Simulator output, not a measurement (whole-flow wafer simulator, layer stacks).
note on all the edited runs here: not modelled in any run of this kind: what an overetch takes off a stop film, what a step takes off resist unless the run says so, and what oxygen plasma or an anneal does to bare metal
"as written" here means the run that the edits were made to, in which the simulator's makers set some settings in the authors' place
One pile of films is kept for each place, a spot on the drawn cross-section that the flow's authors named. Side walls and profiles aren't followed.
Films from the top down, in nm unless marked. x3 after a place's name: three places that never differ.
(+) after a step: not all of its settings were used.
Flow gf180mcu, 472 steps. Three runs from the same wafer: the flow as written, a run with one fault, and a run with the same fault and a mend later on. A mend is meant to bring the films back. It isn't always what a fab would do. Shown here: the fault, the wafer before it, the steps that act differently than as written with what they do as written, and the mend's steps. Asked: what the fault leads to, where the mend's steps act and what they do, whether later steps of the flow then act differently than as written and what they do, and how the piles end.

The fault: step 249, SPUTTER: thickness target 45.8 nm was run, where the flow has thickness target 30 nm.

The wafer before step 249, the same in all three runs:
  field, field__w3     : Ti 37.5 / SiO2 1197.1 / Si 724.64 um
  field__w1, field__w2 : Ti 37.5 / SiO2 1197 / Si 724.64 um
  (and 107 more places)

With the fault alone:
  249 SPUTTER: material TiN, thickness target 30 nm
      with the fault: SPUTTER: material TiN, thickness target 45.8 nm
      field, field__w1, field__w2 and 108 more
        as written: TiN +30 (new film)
        with the fault: TiN +45.8 (new film)
  Later steps of the flow that act differently than as written:
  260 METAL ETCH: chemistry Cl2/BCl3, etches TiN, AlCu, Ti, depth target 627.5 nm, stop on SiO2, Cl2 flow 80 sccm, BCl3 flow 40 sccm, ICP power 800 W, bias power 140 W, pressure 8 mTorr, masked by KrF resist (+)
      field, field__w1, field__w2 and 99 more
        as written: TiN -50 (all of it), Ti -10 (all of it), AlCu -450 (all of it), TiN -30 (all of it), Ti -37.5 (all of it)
        with the fault: TiN -50 (all of it), Ti -10 (all of it), AlCu -450 (all of it), TiN -45.8 (all of it), Ti -37.5 (all of it)
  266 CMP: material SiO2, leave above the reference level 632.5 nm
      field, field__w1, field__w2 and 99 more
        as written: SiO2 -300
        with the fault: SiO2 -284.2
  At the end the piles differ from the flow's by more than 2% or 0.5 nm, whichever is larger, at field__w8, contact, m1 and 6 more.
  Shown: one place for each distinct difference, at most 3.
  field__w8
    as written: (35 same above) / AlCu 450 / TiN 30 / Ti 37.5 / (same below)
    with the fault: (35 same above) / AlCu 450 / TiN 45.8 / Ti 37.5 / (same below)
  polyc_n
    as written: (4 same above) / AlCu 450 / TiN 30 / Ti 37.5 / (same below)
    with the fault: (4 same above) / AlCu 450 / TiN 45.8 / Ti 37.5 / (same below)
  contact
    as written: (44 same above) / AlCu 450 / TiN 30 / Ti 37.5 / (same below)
    with the fault: (44 same above) / AlCu 450 / TiN 45.8 / Ti 37.5 / (same below)

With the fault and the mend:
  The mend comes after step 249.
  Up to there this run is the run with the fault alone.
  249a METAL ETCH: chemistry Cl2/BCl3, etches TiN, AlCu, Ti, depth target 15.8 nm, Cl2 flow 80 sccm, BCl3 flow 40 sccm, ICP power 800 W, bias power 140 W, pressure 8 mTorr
      field, field__w1, field__w2 and 108 more
        TiN -15.8
  No later step of the flow acts differently than as written at any place that is followed.
  At the end the piles are the same as the flow's at every place that both follow.
